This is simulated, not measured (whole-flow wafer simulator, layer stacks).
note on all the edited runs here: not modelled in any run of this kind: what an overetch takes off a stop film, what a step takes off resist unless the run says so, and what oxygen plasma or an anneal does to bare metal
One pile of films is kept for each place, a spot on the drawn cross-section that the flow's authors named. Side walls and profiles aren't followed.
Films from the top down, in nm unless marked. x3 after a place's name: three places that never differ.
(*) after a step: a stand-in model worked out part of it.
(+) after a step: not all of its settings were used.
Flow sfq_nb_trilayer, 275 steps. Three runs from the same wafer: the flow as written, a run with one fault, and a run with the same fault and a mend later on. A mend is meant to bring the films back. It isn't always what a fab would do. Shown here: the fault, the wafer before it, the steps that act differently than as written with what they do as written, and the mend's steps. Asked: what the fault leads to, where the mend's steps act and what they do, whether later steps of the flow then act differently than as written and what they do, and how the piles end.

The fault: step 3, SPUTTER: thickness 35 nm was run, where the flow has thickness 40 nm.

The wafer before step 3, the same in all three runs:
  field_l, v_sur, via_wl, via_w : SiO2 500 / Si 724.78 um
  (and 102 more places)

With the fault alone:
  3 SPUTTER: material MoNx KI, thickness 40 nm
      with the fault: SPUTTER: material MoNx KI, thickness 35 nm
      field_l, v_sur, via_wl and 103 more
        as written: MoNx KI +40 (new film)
        with the fault: MoNx KI +35 (new film)
  Later steps of the flow that act differently than as written (9 more steps differ only slightly, by at most 2% or 0.5 nm, whichever is larger, and aren't shown):
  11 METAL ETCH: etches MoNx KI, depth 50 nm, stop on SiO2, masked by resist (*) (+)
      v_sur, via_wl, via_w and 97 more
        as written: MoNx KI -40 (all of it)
        with the fault: MoNx KI -35 (all of it)
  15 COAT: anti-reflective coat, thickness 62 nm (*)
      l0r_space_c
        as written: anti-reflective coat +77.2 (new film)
        with the fault: anti-reflective coat +75.4 (new film)
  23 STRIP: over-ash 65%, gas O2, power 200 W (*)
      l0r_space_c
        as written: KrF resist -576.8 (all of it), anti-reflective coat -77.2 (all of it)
        with the fault: KrF resist -574.6 (all of it), anti-reflective coat -75.4 (all of it)
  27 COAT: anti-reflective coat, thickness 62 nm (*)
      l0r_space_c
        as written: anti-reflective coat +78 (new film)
        with the fault: anti-reflective coat +75.9 (new film)
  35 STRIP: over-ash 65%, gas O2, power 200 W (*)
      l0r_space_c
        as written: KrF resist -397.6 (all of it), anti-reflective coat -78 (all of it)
        with the fault: KrF resist -395.7 (all of it), anti-reflective coat -75.9 (all of it)
  At the end the piles differ from the flow's by more than 2% or 0.5 nm, whichever is larger, at field_l, l0_sur, l0v, l0r_line_l, l0r_line_c, l0r_line_r.
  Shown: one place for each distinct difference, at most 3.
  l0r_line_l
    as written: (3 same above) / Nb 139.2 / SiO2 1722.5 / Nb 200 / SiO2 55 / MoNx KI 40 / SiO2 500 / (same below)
    with the fault: (3 same above) / Nb 139.2 / SiO2 1727.5 / Nb 200 / SiO2 55 / MoNx KI 35 / SiO2 500 / (same below)
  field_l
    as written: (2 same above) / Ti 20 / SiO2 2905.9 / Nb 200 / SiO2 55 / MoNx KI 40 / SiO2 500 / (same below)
    with the fault: (2 same above) / Ti 20 / SiO2 2910.9 / Nb 200 / SiO2 55 / MoNx KI 35 / SiO2 500 / (same below)
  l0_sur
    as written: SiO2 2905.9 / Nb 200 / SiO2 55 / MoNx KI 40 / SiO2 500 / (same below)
    with the fault: SiO2 2910.9 / Nb 200 / SiO2 55 / MoNx KI 35 / SiO2 500 / (same below)

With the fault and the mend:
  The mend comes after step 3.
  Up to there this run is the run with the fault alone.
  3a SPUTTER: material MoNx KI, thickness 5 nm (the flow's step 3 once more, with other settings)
      field_l, v_sur, via_wl and 103 more
        MoNx KI +5
  No later step of the flow acts differently than as written at any place that is followed.
  At the end the piles are the same as the flow's at every place that both follow.
